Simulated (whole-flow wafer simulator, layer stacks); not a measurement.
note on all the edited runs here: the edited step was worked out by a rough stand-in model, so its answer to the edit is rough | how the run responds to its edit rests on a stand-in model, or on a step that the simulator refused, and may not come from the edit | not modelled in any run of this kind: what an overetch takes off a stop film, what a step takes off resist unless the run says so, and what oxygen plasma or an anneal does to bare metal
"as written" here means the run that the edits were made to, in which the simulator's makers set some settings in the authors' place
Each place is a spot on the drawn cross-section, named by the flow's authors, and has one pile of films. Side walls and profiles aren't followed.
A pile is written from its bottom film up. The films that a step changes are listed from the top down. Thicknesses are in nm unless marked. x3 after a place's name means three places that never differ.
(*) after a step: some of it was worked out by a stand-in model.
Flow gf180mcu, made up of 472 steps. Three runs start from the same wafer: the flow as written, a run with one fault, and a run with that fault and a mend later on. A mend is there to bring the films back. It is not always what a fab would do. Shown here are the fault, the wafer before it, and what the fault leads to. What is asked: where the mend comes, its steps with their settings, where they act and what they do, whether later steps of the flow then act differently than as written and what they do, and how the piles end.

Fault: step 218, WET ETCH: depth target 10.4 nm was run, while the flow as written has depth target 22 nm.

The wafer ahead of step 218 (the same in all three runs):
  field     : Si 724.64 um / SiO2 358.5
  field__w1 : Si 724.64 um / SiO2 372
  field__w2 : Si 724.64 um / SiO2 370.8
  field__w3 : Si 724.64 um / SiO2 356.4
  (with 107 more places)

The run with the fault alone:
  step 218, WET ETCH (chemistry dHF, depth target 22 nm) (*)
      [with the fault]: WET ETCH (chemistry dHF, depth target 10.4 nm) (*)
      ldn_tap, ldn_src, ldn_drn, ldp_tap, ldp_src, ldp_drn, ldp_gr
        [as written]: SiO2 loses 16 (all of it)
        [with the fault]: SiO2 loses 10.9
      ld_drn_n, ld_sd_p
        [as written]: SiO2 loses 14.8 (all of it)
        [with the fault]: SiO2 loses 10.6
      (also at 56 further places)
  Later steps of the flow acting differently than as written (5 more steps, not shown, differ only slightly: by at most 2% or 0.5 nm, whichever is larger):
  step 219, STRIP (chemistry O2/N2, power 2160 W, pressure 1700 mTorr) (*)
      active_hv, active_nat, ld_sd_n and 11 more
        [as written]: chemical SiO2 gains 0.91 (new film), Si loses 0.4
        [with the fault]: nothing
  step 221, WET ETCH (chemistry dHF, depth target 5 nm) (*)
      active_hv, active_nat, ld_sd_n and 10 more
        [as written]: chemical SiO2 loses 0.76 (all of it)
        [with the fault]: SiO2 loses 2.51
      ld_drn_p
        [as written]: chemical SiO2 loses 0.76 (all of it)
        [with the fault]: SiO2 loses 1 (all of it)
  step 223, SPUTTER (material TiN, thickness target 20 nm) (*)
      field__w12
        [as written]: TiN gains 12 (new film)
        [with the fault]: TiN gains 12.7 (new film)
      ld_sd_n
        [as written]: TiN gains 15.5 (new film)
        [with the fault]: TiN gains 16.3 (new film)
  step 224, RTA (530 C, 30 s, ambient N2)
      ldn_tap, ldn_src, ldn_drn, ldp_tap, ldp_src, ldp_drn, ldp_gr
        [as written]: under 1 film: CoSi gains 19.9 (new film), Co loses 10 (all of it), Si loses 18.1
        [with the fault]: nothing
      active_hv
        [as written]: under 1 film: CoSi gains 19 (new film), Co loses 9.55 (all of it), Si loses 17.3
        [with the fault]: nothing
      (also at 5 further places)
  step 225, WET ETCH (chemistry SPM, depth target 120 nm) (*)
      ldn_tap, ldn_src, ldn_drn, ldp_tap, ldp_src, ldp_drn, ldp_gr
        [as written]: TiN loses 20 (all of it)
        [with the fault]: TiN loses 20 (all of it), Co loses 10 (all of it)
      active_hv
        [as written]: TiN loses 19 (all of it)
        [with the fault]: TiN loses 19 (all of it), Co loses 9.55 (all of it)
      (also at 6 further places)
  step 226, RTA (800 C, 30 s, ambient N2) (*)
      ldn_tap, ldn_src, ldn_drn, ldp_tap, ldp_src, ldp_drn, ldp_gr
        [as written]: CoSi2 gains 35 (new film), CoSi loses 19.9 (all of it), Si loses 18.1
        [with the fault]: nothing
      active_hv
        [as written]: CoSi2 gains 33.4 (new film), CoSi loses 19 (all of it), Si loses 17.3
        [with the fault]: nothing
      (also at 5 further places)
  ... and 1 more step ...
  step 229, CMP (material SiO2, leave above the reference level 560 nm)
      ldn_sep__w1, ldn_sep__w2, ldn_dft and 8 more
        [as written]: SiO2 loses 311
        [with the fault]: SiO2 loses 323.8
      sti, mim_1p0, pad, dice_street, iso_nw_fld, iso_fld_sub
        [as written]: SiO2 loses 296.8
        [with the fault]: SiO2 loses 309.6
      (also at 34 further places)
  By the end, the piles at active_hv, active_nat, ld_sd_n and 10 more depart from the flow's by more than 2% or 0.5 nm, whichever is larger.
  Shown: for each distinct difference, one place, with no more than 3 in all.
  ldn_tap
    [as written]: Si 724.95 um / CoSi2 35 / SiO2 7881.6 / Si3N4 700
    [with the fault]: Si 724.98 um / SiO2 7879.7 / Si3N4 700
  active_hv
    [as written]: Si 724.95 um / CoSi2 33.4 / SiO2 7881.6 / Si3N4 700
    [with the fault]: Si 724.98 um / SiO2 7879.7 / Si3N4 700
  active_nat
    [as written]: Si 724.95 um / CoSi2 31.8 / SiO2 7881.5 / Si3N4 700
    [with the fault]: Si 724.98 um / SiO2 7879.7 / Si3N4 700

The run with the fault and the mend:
  After step 218 comes the mend.
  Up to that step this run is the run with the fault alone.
  step 218a, WET ETCH (chemistry dHF, depth target 11.6 nm) (*) (the flow's step 218 again, with other settings)
      field, field__w1, field__w2 and 47 more
        SiO2 loses 11.6
      ldn_tap, ldn_src, ldn_drn, ldp_tap, ldp_src, ldp_drn, ldp_gr
        SiO2 loses 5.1 (all of it)
      ld_drn_n, ld_sd_p
        SiO2 loses 4.19 (all of it)
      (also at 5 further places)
  None of the later steps of the flow differs from how it acts as written, at any place that is followed, by more than 2% or 0.5 nm, whichever is larger.
  At the end the piles are close to the flow's at the places that both follow, differing by at most 2% or 0.5 nm, whichever is larger.
